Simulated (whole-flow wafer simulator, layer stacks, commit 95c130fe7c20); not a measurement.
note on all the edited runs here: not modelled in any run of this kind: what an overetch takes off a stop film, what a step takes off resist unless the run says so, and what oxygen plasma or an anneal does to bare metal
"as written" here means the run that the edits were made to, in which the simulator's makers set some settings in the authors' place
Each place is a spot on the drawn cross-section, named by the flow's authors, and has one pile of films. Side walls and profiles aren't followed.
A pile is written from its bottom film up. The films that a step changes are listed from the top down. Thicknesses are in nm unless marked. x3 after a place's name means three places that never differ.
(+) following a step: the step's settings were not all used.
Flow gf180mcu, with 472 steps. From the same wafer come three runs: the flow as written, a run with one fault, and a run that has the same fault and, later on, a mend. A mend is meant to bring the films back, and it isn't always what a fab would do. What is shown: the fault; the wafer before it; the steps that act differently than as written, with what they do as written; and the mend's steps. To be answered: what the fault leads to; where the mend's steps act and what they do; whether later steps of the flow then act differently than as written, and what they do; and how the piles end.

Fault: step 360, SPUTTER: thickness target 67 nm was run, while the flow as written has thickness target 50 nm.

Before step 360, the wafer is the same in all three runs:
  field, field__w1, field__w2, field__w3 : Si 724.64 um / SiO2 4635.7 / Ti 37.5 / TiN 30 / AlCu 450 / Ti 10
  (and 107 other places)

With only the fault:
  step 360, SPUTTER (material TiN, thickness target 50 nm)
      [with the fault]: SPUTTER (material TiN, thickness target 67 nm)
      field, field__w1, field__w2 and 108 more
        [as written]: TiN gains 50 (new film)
        [with the fault]: TiN gains 67 (new film)
  Later steps of the flow acting differently than as written (5 other steps are not shown; they differ only slightly, by no more than 2% or 0.5 nm, whichever is larger):
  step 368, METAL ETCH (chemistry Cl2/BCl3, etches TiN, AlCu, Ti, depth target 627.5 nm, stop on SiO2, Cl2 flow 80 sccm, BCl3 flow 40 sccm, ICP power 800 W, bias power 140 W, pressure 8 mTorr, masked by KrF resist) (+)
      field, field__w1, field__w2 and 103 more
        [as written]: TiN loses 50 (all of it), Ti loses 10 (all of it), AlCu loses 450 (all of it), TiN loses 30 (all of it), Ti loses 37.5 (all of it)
        [with the fault]: TiN loses 67 (all of it), Ti loses 10 (all of it), AlCu loses 450 (all of it), TiN loses 30 (all of it), Ti loses 37.5 (all of it)
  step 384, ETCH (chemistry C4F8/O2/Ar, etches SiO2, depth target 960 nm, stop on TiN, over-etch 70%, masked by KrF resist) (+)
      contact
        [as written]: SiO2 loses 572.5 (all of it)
        [with the fault]: SiO2 loses 555.5 (all of it)
  At field__w8, contact, m1, m1__w1, m1_nw, the piles at the end differ from the flow's by more than 2% or 0.5 nm, whichever is larger.
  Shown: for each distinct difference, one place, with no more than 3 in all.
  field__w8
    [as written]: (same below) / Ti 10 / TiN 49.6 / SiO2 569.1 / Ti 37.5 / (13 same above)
    [with the fault]: (same below) / Ti 10 / TiN 66.6 / SiO2 552.1 / Ti 37.5 / (13 same above)
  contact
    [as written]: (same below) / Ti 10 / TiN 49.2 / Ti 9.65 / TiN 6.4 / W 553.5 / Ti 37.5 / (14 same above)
    [with the fault]: (same below) / Ti 10 / TiN 66.2 / Ti 9.75 / TiN 6.47 / W 536.3 / Ti 37.5 / (14 same above)

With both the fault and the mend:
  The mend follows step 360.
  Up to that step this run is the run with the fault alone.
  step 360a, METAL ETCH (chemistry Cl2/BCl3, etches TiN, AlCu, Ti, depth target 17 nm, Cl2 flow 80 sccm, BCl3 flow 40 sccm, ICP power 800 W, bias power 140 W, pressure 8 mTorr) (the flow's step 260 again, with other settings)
      field, field__w1, field__w2 and 108 more
        TiN loses 17
  Every later step of the flow that is run acts as written at every place that is followed.
  By the end, the piles equal the flow's at every place that both follow.
